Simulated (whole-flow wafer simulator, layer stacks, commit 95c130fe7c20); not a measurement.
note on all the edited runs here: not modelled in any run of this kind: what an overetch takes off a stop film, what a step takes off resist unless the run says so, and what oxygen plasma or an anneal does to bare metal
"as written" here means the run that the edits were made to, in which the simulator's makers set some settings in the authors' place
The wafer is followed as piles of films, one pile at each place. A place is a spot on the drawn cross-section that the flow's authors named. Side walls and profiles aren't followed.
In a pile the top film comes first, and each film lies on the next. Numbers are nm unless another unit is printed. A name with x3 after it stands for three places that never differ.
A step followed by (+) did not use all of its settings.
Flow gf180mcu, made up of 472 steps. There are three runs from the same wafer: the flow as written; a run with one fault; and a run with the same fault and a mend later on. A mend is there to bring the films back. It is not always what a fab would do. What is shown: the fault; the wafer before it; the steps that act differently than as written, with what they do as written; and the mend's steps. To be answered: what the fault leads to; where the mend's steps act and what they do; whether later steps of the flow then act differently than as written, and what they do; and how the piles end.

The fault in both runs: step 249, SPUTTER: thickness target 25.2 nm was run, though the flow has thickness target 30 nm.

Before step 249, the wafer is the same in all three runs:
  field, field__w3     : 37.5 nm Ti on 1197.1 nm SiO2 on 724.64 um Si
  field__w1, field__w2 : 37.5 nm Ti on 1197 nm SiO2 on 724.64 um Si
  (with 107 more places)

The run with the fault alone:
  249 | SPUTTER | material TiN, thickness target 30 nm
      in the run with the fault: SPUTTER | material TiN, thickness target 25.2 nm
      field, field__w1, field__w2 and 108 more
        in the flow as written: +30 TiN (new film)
        in the run with the fault: +25.2 TiN (new film)
  Steps later in the flow that act otherwise than as written (not shown: 1 more step that differs only slightly, by at most 2% or 0.5 nm, whichever is larger):
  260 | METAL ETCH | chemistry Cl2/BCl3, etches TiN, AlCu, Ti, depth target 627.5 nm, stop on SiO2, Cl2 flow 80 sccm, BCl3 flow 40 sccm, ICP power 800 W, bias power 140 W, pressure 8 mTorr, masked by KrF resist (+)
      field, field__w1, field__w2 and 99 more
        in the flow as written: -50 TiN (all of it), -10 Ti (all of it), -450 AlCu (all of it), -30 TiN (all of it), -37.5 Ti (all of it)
        in the run with the fault: -50 TiN (all of it), -10 Ti (all of it), -450 AlCu (all of it), -25.2 TiN (all of it), -37.5 Ti (all of it)
  At field__w8, contact, m1 and 6 more, the piles at the end differ from the flow's by more than 2% or 0.5 nm, whichever is larger.
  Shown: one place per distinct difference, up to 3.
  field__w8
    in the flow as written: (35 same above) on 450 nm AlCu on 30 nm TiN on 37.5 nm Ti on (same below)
    in the run with the fault: (35 same above) on 450 nm AlCu on 25.2 nm TiN on 37.5 nm Ti on (same below)
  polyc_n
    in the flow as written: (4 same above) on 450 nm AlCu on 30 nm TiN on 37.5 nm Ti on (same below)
    in the run with the fault: (4 same above) on 450 nm AlCu on 25.2 nm TiN on 37.5 nm Ti on (same below)
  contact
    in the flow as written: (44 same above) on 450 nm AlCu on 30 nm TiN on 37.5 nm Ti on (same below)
    in the run with the fault: (44 same above) on 450 nm AlCu on 25.2 nm TiN on 37.5 nm Ti on (same below)

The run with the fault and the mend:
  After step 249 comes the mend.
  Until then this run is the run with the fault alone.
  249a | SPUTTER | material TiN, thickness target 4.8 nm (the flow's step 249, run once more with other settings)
      field, field__w1, field__w2 and 108 more
        +4.8 TiN
  Later steps of the flow that are run all act as written at every place that is followed.
  At every place that both follow, the piles at the end match the flow's.
